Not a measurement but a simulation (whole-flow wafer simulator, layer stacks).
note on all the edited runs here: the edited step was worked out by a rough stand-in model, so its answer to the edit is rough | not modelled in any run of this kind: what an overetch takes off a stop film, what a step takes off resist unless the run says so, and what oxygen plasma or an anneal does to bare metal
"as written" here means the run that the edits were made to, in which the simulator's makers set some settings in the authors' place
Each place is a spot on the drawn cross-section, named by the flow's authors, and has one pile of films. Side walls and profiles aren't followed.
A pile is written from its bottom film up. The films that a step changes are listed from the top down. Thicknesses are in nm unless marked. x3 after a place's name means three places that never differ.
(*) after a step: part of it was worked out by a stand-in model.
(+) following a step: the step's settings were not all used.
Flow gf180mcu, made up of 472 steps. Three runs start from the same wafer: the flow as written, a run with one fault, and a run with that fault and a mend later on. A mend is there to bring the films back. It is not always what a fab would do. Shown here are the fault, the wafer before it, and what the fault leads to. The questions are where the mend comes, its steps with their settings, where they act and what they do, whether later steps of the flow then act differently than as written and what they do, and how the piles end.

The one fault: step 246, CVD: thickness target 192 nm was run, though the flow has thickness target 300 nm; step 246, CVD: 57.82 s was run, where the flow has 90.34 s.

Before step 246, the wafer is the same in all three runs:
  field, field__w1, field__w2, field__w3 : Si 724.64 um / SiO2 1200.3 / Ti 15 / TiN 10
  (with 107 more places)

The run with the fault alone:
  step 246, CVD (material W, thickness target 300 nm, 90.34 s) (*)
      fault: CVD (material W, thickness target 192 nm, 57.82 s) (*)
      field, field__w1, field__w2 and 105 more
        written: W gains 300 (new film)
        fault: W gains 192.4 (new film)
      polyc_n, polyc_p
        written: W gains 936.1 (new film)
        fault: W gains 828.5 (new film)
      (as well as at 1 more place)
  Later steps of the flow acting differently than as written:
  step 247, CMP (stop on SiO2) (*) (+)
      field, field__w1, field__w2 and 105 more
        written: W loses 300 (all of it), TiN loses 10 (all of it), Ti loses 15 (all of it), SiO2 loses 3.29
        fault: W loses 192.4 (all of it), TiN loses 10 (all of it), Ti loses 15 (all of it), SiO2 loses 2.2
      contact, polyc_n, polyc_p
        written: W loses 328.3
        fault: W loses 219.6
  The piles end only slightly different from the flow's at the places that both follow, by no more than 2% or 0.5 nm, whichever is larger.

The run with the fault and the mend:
  The mend stands after step 246.
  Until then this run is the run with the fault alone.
  step 246a, CVD (material W, thickness target 108 nm, 32.52 s) (the flow's step 246 again, with other settings)
      field, field__w1, field__w2 and 108 more
        W gains 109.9
  Later steps of the flow that are run all act as written at every place that is followed, up to a difference of at most 2% or 0.5 nm, whichever is larger.
  The piles end only slightly different from the flow's at the places that both follow, by no more than 2% or 0.5 nm, whichever is larger.
